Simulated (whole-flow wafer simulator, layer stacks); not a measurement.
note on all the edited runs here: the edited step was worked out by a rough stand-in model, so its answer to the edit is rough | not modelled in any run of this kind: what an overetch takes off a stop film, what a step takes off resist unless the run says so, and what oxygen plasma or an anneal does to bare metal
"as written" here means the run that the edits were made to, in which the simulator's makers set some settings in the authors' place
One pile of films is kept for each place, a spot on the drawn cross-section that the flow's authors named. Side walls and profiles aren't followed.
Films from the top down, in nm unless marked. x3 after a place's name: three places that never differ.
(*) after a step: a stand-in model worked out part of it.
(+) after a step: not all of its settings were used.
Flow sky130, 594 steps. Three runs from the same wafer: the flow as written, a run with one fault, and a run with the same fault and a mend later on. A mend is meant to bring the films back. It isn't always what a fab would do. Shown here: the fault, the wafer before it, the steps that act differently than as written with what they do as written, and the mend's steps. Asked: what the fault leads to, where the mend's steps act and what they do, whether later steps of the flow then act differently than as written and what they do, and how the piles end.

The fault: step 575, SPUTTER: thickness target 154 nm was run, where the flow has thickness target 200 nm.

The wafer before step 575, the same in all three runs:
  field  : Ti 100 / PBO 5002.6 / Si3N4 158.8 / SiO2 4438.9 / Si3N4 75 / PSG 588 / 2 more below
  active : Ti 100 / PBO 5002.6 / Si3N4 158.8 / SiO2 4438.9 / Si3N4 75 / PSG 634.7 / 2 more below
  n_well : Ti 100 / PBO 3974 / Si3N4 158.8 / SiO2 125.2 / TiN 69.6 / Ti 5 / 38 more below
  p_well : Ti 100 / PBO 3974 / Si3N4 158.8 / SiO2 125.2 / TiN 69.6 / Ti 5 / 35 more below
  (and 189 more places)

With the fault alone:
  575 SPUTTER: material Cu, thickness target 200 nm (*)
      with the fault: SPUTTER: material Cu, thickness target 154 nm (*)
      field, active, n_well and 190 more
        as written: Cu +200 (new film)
        with the fault: Cu +154 (new film)
  Later steps of the flow that act differently than as written (7 more steps differ only slightly, by at most 2% or 0.5 nm, whichever is larger, and aren't shown):
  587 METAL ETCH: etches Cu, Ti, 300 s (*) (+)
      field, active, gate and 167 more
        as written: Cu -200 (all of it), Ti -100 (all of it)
        with the fault: Cu -154 (all of it), Ti -100 (all of it)
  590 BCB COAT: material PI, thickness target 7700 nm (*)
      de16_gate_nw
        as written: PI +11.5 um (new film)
        with the fault: PI +11.46 um (new film)
  At the end the piles differ from the flow's by more than 2% or 0.5 nm, whichever is larger, at mim, sd_hvn, dext_nw_sti and 11 more.
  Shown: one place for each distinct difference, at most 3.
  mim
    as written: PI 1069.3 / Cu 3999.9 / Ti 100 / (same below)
    with the fault: PI 1112.4 / Cu 3953.9 / Ti 100 / (same below)
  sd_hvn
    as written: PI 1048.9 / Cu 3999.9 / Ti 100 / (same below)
    with the fault: PI 1093.2 / Cu 3953.9 / Ti 100 / (same below)
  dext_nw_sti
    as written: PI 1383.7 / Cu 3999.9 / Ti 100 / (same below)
    with the fault: PI 1425 / Cu 3953.9 / Ti 100 / (same below)

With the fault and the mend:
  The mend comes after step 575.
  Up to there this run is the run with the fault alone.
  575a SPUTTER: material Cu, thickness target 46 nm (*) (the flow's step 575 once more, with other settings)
      field, active, n_well and 190 more
        Cu +46
  No later step of the flow acts differently than as written at any place that is followed.
  At the end the piles are the same as the flow's at every place that both follow.
